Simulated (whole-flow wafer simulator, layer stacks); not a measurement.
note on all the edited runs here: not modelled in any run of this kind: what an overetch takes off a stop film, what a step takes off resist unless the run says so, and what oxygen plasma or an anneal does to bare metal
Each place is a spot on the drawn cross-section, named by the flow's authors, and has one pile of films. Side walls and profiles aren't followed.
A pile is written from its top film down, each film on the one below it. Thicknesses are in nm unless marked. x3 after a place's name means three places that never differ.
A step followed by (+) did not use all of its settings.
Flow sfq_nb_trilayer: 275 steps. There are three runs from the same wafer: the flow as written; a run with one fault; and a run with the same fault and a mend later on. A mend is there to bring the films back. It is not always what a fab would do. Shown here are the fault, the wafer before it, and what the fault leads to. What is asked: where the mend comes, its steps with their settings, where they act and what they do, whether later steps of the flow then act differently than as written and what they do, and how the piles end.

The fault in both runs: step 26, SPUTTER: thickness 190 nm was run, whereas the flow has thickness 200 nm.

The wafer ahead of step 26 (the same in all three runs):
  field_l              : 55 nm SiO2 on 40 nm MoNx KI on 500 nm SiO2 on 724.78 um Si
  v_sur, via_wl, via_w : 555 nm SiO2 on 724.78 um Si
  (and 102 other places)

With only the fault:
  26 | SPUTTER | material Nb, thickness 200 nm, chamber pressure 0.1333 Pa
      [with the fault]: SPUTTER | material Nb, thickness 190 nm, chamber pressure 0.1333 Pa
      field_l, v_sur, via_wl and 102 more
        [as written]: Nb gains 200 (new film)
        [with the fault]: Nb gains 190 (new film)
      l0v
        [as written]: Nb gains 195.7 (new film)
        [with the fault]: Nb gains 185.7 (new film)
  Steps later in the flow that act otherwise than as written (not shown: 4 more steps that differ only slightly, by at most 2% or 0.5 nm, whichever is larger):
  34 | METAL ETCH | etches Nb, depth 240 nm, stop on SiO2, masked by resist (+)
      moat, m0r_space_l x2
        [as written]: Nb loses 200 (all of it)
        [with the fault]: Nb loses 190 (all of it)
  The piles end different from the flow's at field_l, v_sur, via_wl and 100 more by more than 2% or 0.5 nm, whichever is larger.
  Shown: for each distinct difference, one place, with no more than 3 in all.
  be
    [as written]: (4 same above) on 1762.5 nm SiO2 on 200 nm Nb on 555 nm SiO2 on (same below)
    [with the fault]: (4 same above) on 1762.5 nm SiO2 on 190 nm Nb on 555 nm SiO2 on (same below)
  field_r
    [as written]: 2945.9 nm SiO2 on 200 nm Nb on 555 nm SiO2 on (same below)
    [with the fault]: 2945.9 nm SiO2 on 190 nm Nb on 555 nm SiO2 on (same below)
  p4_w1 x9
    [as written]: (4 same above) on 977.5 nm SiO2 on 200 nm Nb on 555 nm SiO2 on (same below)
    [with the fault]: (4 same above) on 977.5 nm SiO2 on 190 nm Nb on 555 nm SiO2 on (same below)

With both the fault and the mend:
  The mend follows step 26.
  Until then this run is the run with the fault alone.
  26a | SPUTTER | material Nb, thickness 10 nm, chamber pressure 0.1333 Pa (a further turn of the flow's step 26, with different settings)
      field_l, via_wl, via_w and 100 more
        Nb gains 10
      v_sur
        Nb gains 9.65
      lsp_r
        Nb gains 9.83
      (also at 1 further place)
  Every later step of the flow that is run acts as written, at every place that is followed, to within 2% or 0.5 nm, whichever is larger.
  The piles end only slightly different from the flow's at the places that both follow, by no more than 2% or 0.5 nm, whichever is larger.
